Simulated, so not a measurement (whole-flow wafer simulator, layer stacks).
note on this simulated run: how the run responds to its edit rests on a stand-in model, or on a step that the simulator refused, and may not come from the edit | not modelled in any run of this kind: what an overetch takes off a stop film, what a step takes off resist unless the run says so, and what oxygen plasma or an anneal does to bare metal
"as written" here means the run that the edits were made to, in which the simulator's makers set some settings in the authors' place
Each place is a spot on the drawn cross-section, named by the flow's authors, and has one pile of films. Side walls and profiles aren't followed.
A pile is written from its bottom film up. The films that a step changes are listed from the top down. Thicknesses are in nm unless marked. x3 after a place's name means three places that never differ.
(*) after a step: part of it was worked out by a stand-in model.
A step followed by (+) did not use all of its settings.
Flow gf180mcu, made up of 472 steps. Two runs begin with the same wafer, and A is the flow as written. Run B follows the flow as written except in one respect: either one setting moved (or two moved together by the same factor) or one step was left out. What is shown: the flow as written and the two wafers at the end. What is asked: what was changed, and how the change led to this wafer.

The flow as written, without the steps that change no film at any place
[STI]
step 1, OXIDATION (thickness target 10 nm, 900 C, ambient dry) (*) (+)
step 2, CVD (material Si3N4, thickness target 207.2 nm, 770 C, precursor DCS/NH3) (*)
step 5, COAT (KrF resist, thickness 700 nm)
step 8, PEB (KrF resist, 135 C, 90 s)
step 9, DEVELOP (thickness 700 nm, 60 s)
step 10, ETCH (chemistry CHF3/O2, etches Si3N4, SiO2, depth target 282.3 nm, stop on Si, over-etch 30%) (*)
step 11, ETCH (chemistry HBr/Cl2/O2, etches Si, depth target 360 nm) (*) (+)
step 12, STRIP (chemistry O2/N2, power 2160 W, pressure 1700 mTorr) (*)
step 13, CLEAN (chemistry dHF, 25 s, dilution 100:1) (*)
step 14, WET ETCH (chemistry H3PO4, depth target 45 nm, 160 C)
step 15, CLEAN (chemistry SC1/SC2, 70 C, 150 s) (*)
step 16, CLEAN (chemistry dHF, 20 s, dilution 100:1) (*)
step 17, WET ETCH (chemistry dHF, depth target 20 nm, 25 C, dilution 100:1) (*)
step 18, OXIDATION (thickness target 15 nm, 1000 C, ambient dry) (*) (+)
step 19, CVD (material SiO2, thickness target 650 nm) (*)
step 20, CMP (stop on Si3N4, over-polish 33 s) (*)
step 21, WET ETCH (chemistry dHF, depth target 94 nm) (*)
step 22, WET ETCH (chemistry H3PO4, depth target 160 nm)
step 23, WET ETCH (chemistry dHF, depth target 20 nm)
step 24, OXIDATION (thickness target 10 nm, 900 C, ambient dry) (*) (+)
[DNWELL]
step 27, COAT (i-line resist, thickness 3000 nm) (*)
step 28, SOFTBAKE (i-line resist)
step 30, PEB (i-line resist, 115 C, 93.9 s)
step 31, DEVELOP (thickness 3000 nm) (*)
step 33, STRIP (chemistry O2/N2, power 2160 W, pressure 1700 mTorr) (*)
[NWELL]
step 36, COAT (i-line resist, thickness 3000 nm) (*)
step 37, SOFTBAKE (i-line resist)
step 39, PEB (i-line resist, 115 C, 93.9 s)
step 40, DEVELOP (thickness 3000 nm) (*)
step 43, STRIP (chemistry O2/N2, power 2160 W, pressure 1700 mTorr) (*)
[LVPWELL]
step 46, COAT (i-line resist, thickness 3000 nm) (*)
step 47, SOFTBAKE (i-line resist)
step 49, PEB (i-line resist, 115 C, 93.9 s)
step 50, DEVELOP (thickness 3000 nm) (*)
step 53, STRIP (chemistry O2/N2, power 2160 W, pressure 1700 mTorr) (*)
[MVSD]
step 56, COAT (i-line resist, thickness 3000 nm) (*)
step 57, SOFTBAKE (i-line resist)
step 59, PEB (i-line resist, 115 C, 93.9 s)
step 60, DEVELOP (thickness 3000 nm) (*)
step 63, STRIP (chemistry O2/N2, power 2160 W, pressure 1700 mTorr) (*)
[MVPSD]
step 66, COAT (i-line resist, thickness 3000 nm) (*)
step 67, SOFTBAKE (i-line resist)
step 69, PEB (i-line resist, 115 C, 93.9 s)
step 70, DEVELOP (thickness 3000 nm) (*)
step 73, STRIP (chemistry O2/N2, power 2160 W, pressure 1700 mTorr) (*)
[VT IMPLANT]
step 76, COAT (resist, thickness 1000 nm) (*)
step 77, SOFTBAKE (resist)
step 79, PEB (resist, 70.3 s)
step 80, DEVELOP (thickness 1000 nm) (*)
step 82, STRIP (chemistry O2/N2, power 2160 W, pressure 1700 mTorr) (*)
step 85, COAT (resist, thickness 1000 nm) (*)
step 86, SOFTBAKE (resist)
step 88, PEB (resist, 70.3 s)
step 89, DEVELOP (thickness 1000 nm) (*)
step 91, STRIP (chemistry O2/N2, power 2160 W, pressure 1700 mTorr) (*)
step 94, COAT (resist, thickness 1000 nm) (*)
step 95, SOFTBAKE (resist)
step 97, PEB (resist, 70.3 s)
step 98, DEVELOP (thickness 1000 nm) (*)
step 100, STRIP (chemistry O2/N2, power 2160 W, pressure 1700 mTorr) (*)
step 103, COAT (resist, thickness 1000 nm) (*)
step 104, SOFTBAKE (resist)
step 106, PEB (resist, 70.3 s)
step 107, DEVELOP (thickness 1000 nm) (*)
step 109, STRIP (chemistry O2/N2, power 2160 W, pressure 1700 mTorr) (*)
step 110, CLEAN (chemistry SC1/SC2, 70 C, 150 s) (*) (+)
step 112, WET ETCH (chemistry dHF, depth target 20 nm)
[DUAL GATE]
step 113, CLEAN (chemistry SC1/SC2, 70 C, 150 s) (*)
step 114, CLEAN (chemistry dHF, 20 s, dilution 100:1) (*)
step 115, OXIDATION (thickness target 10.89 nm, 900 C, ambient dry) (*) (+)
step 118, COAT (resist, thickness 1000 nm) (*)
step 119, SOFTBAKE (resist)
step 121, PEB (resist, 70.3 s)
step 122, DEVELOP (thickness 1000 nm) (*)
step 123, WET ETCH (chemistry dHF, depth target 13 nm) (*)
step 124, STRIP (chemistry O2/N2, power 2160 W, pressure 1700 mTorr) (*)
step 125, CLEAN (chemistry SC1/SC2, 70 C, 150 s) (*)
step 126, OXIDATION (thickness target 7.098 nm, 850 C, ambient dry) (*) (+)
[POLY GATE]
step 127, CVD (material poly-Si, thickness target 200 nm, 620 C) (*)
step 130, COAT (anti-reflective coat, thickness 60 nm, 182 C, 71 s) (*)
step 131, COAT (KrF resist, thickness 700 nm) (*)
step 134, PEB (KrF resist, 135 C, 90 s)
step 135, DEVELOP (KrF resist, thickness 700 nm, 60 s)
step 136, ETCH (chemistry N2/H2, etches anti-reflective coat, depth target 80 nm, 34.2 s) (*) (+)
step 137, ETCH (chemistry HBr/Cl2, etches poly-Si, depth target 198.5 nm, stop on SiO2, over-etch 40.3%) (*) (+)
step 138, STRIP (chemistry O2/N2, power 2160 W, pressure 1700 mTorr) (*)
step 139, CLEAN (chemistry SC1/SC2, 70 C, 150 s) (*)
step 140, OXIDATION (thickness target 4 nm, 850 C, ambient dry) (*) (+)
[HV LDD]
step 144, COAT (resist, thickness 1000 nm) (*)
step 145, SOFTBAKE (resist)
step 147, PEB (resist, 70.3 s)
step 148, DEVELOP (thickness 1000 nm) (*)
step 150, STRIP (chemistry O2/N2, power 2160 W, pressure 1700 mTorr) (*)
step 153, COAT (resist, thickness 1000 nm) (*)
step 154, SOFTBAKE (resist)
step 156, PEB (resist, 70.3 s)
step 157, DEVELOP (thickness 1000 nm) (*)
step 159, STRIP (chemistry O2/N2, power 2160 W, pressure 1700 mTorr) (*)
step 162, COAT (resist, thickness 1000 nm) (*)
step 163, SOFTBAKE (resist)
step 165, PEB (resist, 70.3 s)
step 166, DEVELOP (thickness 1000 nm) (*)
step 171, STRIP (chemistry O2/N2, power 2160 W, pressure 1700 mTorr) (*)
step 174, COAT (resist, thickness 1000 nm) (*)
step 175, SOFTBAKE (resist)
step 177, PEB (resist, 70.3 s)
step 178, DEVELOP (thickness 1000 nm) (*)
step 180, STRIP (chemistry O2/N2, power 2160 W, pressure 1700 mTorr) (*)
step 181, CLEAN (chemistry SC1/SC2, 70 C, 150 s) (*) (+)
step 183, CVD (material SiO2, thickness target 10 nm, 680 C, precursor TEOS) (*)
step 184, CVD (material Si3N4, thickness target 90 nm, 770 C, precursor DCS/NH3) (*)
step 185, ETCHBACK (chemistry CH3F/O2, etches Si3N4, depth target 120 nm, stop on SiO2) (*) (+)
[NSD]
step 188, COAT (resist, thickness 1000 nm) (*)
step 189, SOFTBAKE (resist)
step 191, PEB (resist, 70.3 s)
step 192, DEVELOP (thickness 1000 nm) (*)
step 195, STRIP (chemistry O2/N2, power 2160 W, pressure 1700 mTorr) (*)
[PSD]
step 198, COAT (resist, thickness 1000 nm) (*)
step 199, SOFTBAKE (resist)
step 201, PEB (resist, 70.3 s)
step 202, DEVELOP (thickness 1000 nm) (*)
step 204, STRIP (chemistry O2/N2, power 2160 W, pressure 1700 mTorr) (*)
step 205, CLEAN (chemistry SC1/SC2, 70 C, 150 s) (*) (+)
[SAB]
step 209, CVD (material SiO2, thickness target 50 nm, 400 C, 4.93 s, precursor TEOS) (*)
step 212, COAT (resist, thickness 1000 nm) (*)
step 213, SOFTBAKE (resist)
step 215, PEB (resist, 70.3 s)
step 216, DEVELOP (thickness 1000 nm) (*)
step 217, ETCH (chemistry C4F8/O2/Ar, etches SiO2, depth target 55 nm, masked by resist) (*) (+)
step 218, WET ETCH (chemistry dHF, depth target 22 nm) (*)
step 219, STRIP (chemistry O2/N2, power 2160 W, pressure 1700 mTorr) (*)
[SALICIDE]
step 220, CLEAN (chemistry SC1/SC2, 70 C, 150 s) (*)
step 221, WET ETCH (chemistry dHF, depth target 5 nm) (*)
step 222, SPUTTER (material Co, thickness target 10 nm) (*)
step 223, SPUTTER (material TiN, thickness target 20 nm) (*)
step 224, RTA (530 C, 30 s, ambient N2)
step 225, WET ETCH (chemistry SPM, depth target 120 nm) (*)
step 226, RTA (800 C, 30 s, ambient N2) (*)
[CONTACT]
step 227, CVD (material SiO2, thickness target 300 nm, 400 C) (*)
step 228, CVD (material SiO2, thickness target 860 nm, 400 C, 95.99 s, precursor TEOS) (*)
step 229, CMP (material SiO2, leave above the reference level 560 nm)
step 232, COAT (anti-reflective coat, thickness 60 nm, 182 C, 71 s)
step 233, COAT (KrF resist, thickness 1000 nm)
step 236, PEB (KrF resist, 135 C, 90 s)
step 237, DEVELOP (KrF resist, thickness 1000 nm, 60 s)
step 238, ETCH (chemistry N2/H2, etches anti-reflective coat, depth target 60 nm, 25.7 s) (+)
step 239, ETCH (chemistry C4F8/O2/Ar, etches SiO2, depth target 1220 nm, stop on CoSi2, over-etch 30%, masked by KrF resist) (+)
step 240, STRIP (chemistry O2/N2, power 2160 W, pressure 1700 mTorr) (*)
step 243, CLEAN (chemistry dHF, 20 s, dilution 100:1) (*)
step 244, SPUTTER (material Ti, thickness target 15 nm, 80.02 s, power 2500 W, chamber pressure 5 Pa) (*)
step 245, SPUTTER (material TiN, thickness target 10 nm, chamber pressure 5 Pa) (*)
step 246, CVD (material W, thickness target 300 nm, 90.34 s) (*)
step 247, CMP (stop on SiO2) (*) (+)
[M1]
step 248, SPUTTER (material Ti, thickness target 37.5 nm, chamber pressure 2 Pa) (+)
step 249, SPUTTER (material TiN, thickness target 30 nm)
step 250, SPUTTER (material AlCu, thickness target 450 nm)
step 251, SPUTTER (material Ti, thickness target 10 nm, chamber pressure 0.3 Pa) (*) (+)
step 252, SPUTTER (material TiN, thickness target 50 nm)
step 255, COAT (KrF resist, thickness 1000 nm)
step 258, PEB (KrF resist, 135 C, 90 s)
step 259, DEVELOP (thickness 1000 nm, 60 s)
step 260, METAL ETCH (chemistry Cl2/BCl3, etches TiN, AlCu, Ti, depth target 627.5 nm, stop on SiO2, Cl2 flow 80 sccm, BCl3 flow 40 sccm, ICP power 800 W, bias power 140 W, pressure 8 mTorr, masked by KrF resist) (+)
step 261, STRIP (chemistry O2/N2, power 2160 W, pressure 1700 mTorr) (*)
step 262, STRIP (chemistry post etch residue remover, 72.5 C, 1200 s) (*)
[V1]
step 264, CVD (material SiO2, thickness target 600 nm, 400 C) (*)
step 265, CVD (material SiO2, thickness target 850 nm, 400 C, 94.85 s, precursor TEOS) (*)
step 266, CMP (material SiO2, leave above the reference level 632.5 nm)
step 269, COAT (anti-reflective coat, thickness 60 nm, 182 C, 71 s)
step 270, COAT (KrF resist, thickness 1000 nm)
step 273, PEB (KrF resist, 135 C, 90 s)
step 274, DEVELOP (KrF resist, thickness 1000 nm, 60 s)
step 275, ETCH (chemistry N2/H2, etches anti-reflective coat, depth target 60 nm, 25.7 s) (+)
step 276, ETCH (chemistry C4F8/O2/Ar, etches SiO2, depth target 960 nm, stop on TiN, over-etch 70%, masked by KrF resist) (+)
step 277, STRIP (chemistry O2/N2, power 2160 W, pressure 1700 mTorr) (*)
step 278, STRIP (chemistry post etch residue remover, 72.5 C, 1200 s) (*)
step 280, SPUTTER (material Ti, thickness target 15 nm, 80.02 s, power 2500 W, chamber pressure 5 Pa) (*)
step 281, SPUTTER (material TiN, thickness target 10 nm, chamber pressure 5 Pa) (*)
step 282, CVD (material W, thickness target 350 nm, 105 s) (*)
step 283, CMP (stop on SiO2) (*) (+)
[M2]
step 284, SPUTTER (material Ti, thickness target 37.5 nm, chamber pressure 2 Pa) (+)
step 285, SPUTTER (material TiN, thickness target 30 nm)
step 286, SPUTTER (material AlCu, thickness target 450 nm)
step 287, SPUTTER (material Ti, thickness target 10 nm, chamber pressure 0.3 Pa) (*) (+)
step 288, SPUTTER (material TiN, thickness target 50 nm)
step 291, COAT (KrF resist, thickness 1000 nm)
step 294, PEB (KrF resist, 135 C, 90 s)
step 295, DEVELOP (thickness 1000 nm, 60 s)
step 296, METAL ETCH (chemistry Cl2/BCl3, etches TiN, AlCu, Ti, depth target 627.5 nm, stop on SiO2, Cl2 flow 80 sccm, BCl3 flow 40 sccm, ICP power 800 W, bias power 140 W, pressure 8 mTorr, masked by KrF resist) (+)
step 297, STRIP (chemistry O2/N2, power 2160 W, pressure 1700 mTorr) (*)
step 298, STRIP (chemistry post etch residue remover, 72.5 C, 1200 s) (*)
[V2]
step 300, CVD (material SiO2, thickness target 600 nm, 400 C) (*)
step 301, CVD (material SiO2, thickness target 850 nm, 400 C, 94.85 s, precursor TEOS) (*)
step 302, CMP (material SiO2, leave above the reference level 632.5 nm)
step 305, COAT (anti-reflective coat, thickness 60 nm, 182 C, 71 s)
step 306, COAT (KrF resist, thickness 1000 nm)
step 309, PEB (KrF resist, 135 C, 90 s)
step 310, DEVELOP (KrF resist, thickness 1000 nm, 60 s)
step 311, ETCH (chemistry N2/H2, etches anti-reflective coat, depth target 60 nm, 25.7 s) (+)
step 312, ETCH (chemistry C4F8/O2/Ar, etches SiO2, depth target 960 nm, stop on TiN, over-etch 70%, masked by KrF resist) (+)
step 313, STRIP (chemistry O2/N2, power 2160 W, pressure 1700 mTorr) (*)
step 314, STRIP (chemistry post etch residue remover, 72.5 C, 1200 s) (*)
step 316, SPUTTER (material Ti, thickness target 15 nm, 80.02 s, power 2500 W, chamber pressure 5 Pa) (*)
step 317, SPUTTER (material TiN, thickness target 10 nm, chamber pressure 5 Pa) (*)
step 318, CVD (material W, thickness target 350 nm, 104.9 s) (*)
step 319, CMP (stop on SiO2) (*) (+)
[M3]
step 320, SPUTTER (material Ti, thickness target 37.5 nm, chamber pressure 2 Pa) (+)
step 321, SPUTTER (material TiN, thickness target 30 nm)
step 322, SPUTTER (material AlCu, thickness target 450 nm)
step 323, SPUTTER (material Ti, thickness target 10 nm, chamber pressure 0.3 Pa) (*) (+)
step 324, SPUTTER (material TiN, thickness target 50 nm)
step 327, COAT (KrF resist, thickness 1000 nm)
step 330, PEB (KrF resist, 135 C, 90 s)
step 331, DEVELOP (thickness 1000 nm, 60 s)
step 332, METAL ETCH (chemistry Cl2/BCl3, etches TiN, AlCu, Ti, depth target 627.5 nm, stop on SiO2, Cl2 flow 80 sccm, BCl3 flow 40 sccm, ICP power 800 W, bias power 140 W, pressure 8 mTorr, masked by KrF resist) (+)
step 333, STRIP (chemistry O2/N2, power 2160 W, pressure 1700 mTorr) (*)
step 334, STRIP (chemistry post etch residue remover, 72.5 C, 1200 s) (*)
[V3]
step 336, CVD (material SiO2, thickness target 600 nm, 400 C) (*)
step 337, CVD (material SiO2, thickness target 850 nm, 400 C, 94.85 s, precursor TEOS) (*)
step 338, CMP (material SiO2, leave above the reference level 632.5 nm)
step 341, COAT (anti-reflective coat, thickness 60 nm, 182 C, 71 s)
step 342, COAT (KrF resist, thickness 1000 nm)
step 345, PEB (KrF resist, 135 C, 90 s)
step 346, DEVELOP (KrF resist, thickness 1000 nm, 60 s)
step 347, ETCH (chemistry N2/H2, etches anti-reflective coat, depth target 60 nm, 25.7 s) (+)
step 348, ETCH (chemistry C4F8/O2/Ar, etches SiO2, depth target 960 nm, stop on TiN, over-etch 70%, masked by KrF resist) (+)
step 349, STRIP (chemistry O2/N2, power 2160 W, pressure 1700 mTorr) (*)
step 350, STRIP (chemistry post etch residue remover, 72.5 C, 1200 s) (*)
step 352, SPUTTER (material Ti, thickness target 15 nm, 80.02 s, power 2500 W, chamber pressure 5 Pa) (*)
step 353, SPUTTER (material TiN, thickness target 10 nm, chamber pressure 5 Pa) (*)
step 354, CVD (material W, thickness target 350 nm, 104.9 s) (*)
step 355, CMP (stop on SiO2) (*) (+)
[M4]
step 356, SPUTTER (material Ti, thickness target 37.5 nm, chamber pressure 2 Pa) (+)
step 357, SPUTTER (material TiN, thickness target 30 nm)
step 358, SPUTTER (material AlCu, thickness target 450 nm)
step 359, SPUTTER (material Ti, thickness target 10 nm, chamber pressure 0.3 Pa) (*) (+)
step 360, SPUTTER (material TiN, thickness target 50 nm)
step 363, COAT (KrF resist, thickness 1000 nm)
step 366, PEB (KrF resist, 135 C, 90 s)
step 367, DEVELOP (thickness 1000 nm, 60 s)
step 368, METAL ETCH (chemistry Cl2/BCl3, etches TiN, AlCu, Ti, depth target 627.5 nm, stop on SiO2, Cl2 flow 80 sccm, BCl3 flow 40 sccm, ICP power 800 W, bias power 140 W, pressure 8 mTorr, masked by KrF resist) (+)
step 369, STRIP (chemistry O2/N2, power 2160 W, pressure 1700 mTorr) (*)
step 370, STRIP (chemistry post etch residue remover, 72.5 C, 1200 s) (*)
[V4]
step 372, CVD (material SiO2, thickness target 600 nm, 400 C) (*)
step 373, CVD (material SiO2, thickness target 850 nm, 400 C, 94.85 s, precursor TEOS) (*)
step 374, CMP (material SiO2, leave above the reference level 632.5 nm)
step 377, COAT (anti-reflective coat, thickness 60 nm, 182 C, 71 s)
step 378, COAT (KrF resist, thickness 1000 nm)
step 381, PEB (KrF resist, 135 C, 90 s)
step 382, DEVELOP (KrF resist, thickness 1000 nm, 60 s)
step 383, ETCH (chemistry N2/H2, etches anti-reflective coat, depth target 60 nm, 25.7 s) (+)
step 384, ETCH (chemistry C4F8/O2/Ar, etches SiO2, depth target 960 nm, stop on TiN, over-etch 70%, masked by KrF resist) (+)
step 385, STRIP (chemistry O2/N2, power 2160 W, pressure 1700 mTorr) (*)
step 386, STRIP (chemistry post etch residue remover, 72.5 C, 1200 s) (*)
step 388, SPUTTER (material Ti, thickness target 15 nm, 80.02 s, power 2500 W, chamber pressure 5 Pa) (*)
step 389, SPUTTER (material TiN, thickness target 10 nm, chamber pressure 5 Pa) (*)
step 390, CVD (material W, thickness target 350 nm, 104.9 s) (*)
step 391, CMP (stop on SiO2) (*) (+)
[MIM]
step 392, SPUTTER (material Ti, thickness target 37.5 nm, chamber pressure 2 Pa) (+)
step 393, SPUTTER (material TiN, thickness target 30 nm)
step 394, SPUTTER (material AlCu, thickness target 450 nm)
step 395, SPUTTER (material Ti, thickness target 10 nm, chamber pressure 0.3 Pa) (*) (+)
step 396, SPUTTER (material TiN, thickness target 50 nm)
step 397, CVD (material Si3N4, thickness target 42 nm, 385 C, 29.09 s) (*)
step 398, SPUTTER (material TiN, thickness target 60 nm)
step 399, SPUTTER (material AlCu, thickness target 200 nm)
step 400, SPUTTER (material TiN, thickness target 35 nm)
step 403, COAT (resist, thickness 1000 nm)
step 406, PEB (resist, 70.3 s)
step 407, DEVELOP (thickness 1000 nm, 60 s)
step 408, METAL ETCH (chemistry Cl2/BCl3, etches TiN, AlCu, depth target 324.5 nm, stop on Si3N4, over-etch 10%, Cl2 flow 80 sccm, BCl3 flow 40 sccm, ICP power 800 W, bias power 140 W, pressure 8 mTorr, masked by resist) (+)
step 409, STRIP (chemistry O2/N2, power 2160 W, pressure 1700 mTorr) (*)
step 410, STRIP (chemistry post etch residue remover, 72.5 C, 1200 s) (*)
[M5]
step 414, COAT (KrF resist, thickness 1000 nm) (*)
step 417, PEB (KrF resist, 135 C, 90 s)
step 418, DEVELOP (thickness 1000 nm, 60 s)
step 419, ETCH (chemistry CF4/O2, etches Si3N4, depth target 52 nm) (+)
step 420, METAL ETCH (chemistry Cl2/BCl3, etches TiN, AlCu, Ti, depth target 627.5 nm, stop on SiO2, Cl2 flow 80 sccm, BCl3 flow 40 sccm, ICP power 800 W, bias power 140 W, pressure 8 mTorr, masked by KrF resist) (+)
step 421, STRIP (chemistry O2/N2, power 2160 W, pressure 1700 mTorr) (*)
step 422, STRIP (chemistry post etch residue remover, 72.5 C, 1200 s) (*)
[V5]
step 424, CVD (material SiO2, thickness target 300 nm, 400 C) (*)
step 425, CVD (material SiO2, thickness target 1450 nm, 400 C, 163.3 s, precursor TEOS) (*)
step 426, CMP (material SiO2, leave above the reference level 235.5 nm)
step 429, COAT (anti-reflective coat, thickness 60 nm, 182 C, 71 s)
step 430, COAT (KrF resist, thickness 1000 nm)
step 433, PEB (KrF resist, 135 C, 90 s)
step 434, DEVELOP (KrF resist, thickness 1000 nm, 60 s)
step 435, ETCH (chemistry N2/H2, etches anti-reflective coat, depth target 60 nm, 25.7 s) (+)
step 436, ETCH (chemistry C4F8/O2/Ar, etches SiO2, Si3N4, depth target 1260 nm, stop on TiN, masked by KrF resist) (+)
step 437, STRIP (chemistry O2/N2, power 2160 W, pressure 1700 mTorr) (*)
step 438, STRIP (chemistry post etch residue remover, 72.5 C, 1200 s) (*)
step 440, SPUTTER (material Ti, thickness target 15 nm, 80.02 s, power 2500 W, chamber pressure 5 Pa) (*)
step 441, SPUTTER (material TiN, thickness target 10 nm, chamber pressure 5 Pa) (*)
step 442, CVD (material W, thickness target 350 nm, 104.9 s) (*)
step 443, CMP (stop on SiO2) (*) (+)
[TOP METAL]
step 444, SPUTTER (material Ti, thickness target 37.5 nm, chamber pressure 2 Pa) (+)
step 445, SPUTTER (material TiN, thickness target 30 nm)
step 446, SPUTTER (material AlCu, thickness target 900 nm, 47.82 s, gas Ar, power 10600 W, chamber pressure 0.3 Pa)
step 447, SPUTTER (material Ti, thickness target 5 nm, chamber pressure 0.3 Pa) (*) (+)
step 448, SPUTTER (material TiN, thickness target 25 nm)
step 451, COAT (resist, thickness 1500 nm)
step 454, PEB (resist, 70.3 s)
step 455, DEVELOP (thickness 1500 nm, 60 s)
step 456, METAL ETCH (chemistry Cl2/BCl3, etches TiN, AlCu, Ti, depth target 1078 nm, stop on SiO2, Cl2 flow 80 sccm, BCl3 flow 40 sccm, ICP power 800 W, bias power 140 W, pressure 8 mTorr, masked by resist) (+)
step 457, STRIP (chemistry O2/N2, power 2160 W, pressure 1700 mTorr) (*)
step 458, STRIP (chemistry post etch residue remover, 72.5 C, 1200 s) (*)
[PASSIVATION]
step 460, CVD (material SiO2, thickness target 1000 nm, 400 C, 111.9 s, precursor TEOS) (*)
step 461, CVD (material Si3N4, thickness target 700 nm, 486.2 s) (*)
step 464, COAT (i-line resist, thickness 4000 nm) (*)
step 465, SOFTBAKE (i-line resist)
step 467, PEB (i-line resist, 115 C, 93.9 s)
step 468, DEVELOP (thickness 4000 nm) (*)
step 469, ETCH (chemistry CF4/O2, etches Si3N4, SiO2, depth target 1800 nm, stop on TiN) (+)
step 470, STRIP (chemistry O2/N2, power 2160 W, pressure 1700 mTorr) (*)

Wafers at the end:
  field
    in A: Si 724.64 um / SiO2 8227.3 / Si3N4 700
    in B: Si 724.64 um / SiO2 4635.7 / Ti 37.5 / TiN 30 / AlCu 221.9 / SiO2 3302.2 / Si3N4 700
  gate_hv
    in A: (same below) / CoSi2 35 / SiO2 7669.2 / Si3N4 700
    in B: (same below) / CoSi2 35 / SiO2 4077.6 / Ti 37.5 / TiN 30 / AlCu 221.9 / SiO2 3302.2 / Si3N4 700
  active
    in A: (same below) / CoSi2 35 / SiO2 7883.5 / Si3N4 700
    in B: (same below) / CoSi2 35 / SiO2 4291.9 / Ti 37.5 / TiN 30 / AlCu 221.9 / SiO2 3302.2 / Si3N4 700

The reason: step 368, METAL ETCH: depth target 282.4 nm was run, though the flow has depth target 627.5 nm.

How this came from the change, step by step:
  step 368, METAL ETCH (chemistry Cl2/BCl3, etches TiN, AlCu, Ti, depth target 627.5 nm, stop on SiO2, Cl2 flow 80 sccm, BCl3 flow 40 sccm, ICP power 800 W, bias power 140 W, pressure 8 mTorr, masked by KrF resist) (+)
      field, field__w1, field__w2 and 103 more: A -50 TiN (all of it), -10 Ti (all of it), -450 AlCu (all of it), -30 TiN (all of it), -37.5 Ti (all of it) | B -50 TiN (all of it), -10 Ti (all of it), -222.4 AlCu
      field__w8, contact, m1, m1__w1, m1_nw: A -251 KrF resist | B -113 KrF resist
  step 369, STRIP (chemistry O2/N2, power 2160 W, pressure 1700 mTorr) (*)
      field__w8, contact, m1, m1__w1, m1_nw: A -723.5 KrF resist (all of it) | B -861.6 KrF resist (all of it)
  step 370, STRIP (chemistry post etch residue remover, 72.5 C, 1200 s) (*)
      field, field__w1, field__w2 and 103 more: A nothing | B -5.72 AlCu
  step 372, CVD (material SiO2, thickness target 600 nm, 400 C) (*)
      field, field__w1, field__w2 and 103 more: A +600 SiO2 | B +600 SiO2 (new film)
  step 374, CMP (material SiO2, leave above the reference level 632.5 nm)
      field, field__w1, field__w2 and 103 more: A -300 SiO2 | B -589.4 SiO2
Taking metal films that touch as one body, field has 1 body; the flow as written gives 0 bodies.
Taking metal films that touch as one body, gate_hv has 2 bodies (between them, from the top down: SiO2 4077.6); the flow as written gives 1 body.
Taking metal films that touch as one body, active has 2 bodies (between them, from the top down: SiO2 4291.9); the flow as written gives 1 body.
